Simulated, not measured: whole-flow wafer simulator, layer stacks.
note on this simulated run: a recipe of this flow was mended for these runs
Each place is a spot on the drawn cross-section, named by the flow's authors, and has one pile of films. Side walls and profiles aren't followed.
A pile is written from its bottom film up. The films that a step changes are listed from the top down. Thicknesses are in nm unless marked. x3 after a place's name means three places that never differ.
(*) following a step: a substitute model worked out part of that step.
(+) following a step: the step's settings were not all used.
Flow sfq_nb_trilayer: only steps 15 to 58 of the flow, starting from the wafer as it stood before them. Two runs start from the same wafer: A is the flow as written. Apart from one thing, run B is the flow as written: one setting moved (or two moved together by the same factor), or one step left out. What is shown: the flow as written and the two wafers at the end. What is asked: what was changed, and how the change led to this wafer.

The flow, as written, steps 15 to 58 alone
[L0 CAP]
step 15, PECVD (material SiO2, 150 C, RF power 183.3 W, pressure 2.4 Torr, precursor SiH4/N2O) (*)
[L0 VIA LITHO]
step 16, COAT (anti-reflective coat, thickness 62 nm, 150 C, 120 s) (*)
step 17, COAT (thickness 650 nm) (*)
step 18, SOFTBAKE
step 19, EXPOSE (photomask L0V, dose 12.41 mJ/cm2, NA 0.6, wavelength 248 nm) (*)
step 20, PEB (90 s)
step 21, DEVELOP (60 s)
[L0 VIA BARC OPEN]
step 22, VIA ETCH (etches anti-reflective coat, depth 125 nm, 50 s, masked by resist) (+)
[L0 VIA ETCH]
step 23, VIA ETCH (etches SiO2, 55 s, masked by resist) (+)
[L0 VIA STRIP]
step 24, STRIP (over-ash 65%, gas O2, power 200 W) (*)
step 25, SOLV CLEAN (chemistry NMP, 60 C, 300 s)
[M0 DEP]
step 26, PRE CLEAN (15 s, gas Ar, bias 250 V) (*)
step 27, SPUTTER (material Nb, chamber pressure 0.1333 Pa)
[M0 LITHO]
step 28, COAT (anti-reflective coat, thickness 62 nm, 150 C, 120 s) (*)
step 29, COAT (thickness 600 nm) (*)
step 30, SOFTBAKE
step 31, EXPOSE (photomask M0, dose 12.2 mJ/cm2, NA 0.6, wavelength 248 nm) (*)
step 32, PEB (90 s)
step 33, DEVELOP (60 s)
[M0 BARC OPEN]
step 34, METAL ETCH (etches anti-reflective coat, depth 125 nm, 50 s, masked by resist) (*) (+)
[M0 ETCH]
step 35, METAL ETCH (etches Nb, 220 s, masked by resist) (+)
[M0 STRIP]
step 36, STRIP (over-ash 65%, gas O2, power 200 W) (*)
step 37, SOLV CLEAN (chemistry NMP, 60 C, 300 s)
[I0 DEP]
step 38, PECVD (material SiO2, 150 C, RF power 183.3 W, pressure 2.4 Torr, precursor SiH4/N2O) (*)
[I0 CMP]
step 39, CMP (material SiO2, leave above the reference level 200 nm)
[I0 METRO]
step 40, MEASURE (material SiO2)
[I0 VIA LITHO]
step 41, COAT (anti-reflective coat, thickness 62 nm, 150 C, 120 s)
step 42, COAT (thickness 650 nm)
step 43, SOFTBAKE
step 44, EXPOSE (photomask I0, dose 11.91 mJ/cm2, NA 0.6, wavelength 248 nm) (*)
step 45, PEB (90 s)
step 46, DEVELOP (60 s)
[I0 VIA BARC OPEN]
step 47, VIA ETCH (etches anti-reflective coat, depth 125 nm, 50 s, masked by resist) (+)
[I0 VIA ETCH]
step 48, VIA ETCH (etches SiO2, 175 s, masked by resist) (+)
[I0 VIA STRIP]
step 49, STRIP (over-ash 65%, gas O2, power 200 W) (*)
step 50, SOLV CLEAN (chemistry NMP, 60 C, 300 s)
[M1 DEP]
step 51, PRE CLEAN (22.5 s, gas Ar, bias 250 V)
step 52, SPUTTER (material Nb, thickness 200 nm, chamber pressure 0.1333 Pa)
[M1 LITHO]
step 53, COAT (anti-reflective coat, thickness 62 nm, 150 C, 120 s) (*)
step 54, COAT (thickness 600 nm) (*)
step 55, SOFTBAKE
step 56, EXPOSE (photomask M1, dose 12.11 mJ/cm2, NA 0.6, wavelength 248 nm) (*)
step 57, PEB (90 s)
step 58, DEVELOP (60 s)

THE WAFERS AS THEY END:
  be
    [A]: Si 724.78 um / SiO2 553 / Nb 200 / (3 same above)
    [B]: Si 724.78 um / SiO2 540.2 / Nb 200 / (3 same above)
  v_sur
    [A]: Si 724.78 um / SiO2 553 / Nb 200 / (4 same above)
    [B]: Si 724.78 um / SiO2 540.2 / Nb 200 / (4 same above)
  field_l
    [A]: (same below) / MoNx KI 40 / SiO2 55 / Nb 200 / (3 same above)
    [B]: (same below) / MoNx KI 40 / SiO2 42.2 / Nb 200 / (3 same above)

What caused this: step 15, PECVD: pressure 3.25 Torr was run, though the flow has pressure 2.4 Torr.

How this came from the change, step by step:
  step 15, PECVD (material SiO2, 150 C, RF power 183.3 W, pressure 2.4 Torr, precursor SiH4/N2O) (*)
      v_sur, via_wl, via_w and 97 more: A +60 SiO2 | B +47.2 SiO2
      field_l, l0_sur, l0v, l0r_line_l, l0r_line_c, l0r_line_r: A +60 SiO2 (new film) | B +47.2 SiO2 (new film)
  step 23, VIA ETCH (etches SiO2, 55 s, masked by resist) (+)
      l0v: A -59.7 SiO2 (all of it), -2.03 MoNx KI | B -46.9 SiO2 (all of it), -3.31 MoNx KI
  step 28, COAT (anti-reflective coat, thickness 62 nm, 150 C, 120 s) (*)
      l0_sur: A +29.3 anti-reflective coat (new film) | B +33.2 anti-reflective coat (new film)
      l0v: A +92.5 anti-reflective coat (new film) | B +86.7 anti-reflective coat (new film)
  step 36, STRIP (over-ash 65%, gas O2, power 200 W) (*)
      l0_sur: A -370 KrF-resist-other-grade (all of it), -29.3 anti-reflective coat (all of it) | B -368 KrF-resist-other-grade (all of it), -33.2 anti-reflective coat (all of it)
      l0v: A -374.1 KrF-resist-other-grade (all of it), -92.5 anti-reflective coat (all of it) | B -368.8 KrF-resist-other-grade (all of it), -86.7 anti-reflective coat (all of it)
  step 39, CMP (material SiO2, leave above the reference level 200 nm)
      l0v: A -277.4 SiO2 | B -290.8 SiO2
